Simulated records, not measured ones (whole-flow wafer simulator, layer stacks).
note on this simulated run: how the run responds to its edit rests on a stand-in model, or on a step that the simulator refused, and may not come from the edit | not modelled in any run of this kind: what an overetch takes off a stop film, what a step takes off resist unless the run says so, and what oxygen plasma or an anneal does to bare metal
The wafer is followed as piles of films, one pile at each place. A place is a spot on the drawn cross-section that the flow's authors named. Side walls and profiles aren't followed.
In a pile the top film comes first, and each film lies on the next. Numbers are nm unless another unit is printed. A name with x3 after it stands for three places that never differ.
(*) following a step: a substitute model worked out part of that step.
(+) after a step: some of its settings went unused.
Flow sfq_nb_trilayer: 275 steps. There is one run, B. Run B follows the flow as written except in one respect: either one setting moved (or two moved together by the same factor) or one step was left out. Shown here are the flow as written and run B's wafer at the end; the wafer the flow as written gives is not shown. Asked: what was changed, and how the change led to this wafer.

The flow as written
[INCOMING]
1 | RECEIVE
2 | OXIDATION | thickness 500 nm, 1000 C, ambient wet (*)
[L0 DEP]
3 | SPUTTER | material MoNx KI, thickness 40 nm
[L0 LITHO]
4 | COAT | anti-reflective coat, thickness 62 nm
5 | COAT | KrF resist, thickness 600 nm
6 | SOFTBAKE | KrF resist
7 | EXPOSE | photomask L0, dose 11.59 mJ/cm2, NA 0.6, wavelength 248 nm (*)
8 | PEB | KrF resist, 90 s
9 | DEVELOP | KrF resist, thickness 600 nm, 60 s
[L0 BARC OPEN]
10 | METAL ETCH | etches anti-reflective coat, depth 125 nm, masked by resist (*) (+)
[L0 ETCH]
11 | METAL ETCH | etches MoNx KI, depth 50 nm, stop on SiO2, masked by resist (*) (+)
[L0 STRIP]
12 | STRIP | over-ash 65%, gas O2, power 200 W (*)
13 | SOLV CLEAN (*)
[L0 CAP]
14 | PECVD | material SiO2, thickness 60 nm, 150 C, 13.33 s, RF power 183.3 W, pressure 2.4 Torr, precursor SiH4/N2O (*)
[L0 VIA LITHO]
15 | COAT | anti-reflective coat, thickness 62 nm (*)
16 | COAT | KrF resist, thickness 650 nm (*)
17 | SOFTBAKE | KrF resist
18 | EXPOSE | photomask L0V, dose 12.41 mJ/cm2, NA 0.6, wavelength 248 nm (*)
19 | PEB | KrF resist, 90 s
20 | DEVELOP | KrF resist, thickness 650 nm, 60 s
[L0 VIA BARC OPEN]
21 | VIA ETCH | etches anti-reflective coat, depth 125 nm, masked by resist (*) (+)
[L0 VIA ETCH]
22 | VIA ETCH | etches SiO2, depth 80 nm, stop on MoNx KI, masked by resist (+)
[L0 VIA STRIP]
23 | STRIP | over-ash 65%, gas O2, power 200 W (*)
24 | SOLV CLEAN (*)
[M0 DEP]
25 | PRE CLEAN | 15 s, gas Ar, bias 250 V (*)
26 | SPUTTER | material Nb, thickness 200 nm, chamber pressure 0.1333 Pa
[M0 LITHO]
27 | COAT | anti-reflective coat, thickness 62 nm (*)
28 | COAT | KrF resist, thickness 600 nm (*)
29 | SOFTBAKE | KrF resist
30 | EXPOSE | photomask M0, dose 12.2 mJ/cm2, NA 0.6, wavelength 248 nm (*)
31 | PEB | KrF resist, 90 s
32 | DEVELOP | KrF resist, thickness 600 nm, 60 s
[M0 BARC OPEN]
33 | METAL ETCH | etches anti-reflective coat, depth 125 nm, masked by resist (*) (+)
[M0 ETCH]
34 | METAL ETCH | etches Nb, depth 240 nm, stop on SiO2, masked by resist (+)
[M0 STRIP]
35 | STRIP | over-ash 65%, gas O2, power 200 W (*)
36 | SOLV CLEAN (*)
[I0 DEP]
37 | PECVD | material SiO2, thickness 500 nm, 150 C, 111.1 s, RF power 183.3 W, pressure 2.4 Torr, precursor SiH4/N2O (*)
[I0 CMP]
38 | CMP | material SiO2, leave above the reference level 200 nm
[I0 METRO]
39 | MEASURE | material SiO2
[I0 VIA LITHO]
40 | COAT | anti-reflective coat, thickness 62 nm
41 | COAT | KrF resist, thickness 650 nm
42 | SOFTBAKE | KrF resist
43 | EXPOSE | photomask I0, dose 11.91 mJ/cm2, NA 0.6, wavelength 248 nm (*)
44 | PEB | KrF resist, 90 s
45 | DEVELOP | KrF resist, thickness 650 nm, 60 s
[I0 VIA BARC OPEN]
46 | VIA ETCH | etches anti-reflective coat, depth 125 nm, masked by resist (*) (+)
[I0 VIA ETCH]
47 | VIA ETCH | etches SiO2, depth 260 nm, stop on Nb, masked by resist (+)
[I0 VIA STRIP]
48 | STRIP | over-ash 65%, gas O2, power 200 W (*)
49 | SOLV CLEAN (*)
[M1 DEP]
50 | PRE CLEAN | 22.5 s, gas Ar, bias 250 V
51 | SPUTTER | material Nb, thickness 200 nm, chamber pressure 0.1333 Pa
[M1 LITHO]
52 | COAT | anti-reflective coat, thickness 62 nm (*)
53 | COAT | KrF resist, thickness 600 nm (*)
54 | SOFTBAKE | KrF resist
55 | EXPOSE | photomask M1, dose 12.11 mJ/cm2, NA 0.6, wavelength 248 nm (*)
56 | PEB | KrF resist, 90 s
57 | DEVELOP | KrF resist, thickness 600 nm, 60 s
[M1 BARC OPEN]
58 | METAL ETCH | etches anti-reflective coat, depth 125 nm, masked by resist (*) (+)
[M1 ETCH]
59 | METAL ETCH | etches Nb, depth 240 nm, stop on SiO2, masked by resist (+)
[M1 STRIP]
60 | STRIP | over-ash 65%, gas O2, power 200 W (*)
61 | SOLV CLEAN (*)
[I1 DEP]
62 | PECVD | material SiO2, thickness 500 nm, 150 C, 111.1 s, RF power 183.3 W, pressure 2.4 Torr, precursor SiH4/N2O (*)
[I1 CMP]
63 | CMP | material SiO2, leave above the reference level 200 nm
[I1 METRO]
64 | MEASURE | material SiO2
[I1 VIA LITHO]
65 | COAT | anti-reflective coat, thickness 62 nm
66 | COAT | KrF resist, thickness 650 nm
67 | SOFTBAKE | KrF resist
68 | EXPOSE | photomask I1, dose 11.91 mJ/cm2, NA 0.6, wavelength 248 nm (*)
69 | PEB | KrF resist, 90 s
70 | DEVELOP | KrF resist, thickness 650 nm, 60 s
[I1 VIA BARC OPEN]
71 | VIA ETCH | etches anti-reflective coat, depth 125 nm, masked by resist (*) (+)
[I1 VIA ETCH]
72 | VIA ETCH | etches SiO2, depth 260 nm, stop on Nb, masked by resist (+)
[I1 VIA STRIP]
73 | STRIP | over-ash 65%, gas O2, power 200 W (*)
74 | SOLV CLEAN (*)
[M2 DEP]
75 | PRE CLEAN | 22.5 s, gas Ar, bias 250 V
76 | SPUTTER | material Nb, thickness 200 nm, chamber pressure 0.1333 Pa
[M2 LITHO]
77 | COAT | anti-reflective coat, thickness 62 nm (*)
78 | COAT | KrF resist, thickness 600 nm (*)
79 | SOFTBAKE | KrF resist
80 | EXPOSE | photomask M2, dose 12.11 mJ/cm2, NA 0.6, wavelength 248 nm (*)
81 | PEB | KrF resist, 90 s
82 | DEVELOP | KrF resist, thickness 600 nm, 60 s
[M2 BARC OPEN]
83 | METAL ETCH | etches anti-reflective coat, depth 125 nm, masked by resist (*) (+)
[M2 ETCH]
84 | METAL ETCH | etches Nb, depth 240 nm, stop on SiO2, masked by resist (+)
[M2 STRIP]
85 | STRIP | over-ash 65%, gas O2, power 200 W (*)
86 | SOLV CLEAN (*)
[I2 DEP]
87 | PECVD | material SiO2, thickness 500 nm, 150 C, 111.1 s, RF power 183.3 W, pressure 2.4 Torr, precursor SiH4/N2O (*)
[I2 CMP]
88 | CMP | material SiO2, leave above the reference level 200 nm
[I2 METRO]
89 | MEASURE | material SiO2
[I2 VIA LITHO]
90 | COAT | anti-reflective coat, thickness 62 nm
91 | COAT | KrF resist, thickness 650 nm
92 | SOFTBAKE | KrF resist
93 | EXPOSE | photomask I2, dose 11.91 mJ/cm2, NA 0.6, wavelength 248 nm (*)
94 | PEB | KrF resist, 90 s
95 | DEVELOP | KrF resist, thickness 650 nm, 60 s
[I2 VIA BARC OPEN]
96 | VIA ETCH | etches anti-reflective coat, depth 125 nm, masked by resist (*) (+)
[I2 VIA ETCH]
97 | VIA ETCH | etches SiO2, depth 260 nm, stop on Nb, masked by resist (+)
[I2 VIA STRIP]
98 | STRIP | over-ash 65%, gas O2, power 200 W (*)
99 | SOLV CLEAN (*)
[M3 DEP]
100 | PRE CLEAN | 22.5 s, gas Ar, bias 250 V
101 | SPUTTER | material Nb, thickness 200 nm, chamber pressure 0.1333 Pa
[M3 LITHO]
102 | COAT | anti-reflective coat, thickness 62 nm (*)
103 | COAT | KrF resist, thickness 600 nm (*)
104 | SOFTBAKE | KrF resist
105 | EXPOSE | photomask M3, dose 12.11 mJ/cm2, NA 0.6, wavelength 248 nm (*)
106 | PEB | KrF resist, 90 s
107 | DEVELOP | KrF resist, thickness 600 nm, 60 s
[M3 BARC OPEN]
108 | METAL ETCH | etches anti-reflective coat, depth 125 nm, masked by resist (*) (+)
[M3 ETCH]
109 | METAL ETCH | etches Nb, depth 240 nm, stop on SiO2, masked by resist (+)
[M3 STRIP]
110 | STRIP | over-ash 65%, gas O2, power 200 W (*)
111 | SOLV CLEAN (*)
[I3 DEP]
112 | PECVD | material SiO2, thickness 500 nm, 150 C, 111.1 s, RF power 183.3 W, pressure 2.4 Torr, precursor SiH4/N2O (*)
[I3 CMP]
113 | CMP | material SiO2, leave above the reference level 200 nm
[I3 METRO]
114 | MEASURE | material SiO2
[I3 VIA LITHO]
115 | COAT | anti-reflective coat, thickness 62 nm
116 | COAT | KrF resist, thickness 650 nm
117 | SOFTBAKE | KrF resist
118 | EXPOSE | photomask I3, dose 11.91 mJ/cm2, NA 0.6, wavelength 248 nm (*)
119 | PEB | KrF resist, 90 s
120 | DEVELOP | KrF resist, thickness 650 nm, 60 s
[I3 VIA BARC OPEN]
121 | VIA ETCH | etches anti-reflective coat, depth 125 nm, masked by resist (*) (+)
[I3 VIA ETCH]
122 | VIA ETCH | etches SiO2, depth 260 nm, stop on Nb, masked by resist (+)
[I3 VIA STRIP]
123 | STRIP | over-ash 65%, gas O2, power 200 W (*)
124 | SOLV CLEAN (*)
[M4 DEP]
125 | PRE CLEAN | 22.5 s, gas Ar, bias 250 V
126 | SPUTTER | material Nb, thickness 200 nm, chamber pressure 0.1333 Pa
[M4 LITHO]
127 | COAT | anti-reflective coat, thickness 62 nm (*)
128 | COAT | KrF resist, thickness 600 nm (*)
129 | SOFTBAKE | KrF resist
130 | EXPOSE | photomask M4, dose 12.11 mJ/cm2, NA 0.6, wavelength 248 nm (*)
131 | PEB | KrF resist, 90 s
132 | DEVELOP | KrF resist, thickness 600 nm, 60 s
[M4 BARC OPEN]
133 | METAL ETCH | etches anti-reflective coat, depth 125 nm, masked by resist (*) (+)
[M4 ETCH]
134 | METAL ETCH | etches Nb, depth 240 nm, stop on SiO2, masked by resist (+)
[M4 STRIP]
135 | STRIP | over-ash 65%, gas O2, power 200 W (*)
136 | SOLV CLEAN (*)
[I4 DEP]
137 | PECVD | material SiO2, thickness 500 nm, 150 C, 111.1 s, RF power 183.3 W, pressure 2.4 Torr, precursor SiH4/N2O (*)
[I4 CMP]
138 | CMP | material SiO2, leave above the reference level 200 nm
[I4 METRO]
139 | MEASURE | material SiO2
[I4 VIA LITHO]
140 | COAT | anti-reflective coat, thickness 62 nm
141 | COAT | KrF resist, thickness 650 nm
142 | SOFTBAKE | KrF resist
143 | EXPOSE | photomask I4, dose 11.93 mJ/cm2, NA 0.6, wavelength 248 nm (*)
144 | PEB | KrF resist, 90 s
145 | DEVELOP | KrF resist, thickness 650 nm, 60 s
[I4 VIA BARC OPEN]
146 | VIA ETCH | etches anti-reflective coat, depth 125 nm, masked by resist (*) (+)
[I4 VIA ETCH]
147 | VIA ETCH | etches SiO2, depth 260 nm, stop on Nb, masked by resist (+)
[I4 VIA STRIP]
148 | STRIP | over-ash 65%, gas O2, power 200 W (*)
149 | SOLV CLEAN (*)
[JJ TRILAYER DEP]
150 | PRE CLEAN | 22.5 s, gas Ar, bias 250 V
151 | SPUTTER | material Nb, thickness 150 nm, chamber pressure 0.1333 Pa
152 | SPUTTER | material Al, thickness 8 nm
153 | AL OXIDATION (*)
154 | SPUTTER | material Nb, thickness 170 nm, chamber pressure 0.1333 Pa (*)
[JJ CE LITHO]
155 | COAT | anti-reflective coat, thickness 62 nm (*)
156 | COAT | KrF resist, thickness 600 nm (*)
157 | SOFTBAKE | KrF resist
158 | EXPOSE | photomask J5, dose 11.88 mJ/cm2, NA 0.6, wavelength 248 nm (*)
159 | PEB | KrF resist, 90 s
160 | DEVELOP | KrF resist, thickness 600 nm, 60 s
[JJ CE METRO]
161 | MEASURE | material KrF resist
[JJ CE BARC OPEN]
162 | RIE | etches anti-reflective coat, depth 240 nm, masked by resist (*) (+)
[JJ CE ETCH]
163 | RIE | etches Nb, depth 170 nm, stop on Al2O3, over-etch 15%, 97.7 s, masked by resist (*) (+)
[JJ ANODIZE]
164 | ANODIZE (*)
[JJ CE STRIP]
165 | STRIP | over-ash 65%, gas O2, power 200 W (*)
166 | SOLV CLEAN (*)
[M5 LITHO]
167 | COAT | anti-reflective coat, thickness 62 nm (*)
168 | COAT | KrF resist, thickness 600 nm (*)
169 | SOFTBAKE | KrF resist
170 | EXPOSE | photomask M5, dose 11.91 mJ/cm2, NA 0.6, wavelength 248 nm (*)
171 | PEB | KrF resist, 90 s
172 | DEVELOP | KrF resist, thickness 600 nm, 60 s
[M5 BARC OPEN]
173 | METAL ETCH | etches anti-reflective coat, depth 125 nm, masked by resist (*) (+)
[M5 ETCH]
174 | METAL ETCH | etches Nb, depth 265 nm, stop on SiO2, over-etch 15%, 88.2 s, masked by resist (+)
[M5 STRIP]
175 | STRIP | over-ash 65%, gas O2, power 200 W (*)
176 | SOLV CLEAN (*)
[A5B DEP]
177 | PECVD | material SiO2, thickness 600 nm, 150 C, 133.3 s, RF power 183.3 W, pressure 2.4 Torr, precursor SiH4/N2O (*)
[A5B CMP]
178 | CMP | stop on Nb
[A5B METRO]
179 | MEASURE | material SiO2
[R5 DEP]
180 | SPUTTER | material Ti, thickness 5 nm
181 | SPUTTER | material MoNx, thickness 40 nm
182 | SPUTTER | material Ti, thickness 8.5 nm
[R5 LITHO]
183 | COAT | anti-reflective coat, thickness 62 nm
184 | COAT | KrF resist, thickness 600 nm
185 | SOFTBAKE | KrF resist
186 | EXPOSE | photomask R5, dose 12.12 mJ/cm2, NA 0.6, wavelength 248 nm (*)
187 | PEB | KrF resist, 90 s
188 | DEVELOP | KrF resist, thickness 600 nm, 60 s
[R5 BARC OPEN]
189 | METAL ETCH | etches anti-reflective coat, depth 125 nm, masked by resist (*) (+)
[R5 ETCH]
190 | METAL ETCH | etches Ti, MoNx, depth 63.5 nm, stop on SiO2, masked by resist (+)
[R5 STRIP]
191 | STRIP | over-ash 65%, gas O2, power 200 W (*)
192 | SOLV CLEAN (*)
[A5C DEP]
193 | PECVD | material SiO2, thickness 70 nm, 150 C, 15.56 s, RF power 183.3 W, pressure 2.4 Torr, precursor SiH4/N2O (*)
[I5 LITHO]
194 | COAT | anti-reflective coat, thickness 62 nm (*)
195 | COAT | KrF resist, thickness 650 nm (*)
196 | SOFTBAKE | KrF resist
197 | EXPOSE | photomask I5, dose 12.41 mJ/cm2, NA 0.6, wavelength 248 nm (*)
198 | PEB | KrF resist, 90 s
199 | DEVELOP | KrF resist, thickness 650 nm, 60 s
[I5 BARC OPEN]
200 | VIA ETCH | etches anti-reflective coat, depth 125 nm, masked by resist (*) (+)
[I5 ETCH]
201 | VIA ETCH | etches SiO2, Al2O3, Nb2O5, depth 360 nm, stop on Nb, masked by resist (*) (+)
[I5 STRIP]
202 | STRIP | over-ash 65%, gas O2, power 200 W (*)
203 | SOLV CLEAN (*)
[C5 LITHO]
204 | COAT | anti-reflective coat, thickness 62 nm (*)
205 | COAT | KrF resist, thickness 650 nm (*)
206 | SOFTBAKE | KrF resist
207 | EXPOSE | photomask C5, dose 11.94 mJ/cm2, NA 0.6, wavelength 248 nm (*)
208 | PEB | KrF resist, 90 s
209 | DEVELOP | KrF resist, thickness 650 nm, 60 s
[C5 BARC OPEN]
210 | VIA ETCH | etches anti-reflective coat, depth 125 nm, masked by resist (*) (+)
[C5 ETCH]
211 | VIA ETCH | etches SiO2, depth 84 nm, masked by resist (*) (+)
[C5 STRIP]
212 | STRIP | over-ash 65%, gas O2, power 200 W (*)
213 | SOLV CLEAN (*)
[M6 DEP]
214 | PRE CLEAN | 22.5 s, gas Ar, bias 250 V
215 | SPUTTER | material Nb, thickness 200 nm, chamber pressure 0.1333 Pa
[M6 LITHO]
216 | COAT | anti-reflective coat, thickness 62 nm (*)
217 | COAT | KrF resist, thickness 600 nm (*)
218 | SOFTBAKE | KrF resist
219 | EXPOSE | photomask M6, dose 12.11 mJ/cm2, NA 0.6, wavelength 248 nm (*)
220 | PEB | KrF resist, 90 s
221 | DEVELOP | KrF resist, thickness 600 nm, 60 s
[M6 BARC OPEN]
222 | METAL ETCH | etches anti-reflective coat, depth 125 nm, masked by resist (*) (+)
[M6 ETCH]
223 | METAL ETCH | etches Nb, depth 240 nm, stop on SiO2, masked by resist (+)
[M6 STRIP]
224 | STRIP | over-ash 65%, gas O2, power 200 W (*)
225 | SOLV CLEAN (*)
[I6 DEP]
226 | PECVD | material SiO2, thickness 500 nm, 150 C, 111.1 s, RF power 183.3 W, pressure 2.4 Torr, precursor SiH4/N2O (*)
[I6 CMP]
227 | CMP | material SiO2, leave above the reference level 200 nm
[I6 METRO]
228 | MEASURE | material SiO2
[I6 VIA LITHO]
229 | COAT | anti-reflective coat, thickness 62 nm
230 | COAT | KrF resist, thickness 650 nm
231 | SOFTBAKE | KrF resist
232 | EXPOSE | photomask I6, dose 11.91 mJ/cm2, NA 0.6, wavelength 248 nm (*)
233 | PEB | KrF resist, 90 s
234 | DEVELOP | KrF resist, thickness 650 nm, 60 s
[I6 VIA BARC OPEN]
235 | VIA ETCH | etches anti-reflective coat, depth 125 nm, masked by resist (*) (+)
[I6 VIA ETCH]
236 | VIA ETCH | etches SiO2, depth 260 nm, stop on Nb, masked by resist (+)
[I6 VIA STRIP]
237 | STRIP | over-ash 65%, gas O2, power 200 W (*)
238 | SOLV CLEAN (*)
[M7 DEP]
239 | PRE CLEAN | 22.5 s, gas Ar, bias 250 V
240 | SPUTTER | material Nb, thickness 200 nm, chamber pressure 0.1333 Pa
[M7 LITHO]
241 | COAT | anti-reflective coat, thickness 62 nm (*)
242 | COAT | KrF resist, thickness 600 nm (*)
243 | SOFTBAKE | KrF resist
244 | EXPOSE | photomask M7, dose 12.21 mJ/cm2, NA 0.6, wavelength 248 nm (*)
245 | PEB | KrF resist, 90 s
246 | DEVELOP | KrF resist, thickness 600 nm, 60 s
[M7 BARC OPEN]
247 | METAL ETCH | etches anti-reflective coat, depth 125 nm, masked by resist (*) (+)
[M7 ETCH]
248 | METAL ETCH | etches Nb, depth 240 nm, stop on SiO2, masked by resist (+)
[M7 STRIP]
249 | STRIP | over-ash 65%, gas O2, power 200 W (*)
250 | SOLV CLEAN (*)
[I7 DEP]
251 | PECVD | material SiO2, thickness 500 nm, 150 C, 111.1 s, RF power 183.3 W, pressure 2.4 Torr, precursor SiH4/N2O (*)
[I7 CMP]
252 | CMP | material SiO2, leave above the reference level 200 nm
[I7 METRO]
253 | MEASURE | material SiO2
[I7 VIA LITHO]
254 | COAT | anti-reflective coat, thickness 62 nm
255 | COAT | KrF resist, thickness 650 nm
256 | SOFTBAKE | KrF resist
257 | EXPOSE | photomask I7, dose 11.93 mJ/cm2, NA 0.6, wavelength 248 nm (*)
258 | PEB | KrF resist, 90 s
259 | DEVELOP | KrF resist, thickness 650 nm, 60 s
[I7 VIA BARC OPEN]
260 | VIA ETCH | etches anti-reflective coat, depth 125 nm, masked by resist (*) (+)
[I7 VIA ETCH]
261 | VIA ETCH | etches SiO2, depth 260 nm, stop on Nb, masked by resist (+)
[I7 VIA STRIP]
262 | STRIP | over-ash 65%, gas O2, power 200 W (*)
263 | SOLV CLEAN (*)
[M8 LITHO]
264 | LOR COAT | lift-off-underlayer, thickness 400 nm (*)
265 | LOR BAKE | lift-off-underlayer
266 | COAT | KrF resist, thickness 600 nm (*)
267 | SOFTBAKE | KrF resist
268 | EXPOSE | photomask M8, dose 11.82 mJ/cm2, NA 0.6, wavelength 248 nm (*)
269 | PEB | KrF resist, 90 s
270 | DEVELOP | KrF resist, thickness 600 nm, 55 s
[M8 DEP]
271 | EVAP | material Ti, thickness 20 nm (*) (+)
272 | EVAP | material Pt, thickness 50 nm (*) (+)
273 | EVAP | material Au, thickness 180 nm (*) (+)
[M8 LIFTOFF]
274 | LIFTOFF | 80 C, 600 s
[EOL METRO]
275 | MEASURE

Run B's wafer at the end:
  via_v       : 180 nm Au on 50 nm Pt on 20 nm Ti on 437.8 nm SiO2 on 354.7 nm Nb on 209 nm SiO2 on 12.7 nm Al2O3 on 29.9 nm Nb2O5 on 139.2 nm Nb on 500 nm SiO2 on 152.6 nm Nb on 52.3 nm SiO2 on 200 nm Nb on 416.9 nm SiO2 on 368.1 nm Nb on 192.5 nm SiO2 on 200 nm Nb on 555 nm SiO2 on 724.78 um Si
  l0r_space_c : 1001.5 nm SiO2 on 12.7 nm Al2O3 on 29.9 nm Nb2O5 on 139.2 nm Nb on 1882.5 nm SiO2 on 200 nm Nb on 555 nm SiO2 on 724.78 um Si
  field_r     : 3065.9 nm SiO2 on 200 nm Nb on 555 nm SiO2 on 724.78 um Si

Cause: step 113, CMP: leave above the reference level 320 nm was run, while the flow as written has leave above the reference level 200 nm.

The path from the change to this, step by step:
  113 | CMP | material SiO2, leave above the reference level 200 nm
      field_l, be, be_sur and 64 more: nothing (in the flow as written it would be: -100 SiO2)
      v_sur, via_wl, via_wr and 27 more: -180 SiO2 (in the flow as written it would be: -300 SiO2)
      (also at 9 further places)
  115 | COAT | anti-reflective coat, thickness 62 nm
      m0r_space_l x2, m6r_space_l x2, m7r_space_l x2: +65 anti-reflective coat (new film) (in the flow as written it would be: +62 anti-reflective coat (new film))
      via_wl, via_w, via_v: +60.4 anti-reflective coat (new film) (in the flow as written it would be: +62 anti-reflective coat (new film))
      (also at 34 further places)
  121 | VIA ETCH | etches anti-reflective coat, depth 125 nm, masked by resist (*) (+)
      field_l, v_sur, via_wl and 102 more: -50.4 KrF resist (in the flow as written it would be: -51.7 KrF resist)
      via_v: -60.4 anti-reflective coat (all of it), -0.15 SiO2 (in the flow as written it would be: -62 anti-reflective coat (all of it), -0.16 SiO2)
  122 | VIA ETCH | etches SiO2, depth 260 nm, stop on Nb, masked by resist (+)
      via_v: -260 SiO2 (in the flow as written it would be: -199.8 SiO2 (all of it))
  123 | STRIP | over-ash 65%, gas O2, power 200 W (*)
      m0r_space_l x2, m6r_space_l x2, m7r_space_l x2: -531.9 KrF resist (all of it), -65 anti-reflective coat (all of it) (in the flow as written it would be: -528.6 KrF resist (all of it), -62 anti-reflective coat (all of it))
      via_wr, via_sp: -523.9 KrF resist (all of it), -60.5 anti-reflective coat (all of it) (in the flow as written it would be: -528.6 KrF resist (all of it), -62 anti-reflective coat (all of it))
      (also at 34 further places)
  125 | PRE CLEAN | 22.5 s, gas Ar, bias 250 V
      via_v: -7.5 SiO2 (in the flow as written it would be: -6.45 Nb)
  126 | SPUTTER | material Nb, thickness 200 nm, chamber pressure 0.1333 Pa
      via_v: +152.6 Nb (new film) (in the flow as written it would be: +165.5 Nb)
  127 | COAT | anti-reflective coat, thickness 62 nm (*)
      m0r_space_l x2, m6r_space_l x2, m7r_space_l x2: +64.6 anti-reflective coat (new film) (in the flow as written it would be: +62 anti-reflective coat (new film))
      p4_fm, r5r_line_c: +64.5 anti-reflective coat (new film) (in the flow as written it would be: +62 anti-reflective coat (new film))
      (also at 33 further places)
  128 | COAT | KrF resist, thickness 600 nm (*)
      via_v: +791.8 KrF resist (new film) (in the flow as written it would be: +739.8 KrF resist (new film))
      wire: +579.6 KrF resist (new film) (in the flow as written it would be: +592.1 KrF resist (new film))
  133 | METAL ETCH | etches anti-reflective coat, depth 125 nm, masked by resist (*) (+)
      m0r_space_l x2, m6r_space_l x2, m7r_space_l x2: -64.6 anti-reflective coat (all of it) (in the flow as written it would be: -62 anti-reflective coat (all of it))
      p3_fr, wl_f_sl: -65.3 anti-reflective coat (all of it) (in the flow as written it would be: -62 anti-reflective coat (all of it))
      (also at 17 further places)
  135 | STRIP | over-ash 65%, gas O2, power 200 W (*)
      v_sur: -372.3 KrF resist (all of it), -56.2 anti-reflective coat (all of it) (in the flow as written it would be: -379.9 KrF resist (all of it), -61.4 anti-reflective coat (all of it))
      via_wl: -369.8 KrF resist (all of it), -59.2 anti-reflective coat (all of it) (in the flow as written it would be: -379.4 KrF resist (all of it), -61.3 anti-reflective coat (all of it))
      (also at 15 further places)
  137 | PECVD | material SiO2, thickness 500 nm, 150 C, 111.1 s, RF power 183.3 W, pressure 2.4 Torr, precursor SiH4/N2O (*)
      via_v: +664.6 SiO2 (new film) (in the flow as written it would be: +615 SiO2 (new film))
  138 | CMP | material SiO2, leave above the reference level 200 nm
      field_l, be, be_sur and 55 more: -80 SiO2 (in the flow as written it would be: -100 SiO2)
      ln_m5, lsp_m, ln_m6, p4_fl, p4_fm, p4_fr: -280 SiO2 (in the flow as written it would be: -300 SiO2)
      (also at 4 further places)
Taking metal films that touch as one body, via_v has 7 bodies (between them, from the top down: SiO2 437.8; SiO2 209 / Al2O3 12.7 / Nb2O5 29.9; SiO2 500; SiO2 52.3; SiO2 416.9; SiO2 192.5); the flow as written gives 6 bodies (between them, from the top down: SiO2 437.8; SiO2 209 / Al2O3 12.7 / Nb2O5 29.9; SiO2 425.9; SiO2 416.9; SiO2 192.5).
